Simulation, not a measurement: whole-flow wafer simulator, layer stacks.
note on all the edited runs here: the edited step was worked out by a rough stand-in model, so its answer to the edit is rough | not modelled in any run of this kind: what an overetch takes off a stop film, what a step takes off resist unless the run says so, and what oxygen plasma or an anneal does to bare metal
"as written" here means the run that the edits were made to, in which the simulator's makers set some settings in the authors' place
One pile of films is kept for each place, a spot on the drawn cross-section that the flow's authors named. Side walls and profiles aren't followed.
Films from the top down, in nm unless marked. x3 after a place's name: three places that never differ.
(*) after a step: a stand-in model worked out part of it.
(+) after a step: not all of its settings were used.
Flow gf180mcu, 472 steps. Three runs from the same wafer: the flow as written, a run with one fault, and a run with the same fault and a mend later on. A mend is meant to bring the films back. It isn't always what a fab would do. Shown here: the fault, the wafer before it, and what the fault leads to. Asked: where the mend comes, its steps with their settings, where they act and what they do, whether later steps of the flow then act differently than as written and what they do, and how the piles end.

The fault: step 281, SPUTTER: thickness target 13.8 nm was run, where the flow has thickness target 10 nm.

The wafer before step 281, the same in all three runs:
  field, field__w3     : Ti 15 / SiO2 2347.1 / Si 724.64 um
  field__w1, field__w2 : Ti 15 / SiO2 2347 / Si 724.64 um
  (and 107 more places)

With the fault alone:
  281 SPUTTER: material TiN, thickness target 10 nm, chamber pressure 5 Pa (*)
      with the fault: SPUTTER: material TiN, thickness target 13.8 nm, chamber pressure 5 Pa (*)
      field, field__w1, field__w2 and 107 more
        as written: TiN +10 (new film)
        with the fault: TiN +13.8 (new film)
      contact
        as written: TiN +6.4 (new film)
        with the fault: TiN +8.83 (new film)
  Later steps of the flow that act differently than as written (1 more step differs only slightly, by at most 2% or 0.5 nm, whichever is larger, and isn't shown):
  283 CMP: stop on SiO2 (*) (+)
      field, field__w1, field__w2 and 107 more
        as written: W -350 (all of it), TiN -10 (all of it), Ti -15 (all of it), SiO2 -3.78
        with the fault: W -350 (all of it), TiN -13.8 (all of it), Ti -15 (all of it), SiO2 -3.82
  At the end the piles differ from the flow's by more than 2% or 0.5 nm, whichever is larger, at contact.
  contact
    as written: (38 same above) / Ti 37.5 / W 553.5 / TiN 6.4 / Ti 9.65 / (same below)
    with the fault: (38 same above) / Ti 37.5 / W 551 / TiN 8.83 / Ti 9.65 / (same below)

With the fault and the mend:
  The mend comes after step 281.
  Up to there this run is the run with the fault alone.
  281a METAL ETCH: chemistry Cl2/BCl3, etches TiN, AlCu, Ti, depth target 3.8 nm, Cl2 flow 80 sccm, BCl3 flow 40 sccm, ICP power 800 W, bias power 140 W, pressure 8 mTorr (the flow's step 260 once more, with other settings)
      field, field__w1, field__w2 and 108 more
        TiN -3.8
  No later step of the flow acts differently than as written, at any place that is followed, by more than 2% or 0.5 nm, whichever is larger.
  At the end the piles differ from the flow's by more than 2% or 0.5 nm, whichever is larger, at contact.
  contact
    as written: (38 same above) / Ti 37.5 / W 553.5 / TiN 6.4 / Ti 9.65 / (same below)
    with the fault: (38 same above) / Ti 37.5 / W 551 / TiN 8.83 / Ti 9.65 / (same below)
    with the mend: (38 same above) / Ti 37.5 / W 554.9 / TiN 5.03 / Ti 9.65 / (same below)
